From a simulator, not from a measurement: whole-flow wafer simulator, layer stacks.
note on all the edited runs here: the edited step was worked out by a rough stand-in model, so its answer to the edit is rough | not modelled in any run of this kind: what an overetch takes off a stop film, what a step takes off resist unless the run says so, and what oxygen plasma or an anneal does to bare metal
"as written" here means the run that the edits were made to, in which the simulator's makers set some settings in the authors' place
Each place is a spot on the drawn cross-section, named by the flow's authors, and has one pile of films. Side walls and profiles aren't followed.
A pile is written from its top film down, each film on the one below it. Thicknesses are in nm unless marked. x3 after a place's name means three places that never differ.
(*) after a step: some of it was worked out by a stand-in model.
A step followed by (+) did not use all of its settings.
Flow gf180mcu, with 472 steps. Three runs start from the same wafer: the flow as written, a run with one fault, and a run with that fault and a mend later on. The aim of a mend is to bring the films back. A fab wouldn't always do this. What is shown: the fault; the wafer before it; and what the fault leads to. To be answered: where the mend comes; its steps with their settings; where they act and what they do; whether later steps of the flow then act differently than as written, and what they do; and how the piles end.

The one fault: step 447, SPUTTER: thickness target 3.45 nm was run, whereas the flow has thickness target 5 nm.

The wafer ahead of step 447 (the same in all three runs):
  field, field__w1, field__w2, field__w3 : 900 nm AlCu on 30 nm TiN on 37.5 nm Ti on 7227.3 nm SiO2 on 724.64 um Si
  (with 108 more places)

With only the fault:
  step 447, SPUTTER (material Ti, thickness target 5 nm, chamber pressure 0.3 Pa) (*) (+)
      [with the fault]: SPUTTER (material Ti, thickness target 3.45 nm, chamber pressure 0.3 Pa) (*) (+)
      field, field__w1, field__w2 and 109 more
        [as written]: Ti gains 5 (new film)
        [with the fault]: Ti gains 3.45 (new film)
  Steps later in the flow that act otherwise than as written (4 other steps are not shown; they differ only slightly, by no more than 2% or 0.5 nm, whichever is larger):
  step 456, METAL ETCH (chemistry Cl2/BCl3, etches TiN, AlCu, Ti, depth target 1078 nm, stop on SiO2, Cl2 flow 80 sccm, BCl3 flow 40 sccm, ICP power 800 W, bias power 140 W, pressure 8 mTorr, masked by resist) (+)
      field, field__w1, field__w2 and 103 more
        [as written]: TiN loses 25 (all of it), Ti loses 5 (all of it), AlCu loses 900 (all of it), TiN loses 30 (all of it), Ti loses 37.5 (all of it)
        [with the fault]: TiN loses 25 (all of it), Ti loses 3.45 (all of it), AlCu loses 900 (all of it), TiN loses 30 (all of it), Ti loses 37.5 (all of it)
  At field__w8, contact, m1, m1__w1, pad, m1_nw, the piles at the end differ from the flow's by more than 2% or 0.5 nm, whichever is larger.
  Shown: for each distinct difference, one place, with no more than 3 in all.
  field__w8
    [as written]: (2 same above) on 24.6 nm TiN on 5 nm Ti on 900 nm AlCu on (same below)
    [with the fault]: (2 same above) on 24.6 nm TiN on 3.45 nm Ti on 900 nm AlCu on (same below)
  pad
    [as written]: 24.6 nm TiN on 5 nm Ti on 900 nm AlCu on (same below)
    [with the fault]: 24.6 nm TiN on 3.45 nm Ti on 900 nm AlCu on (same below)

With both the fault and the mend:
  The mend follows step 447.
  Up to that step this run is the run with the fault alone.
  step 447a, SPUTTER (material Ti, thickness target 1.55 nm, chamber pressure 0.3 Pa) (*) (+) (the flow's step 447, run once more with other settings)
      field, field__w1, field__w2 and 109 more
        Ti gains 1.55
  Later steps of the flow that are run all act as written at every place that is followed.
  At every place that both follow, the piles at the end match the flow's.
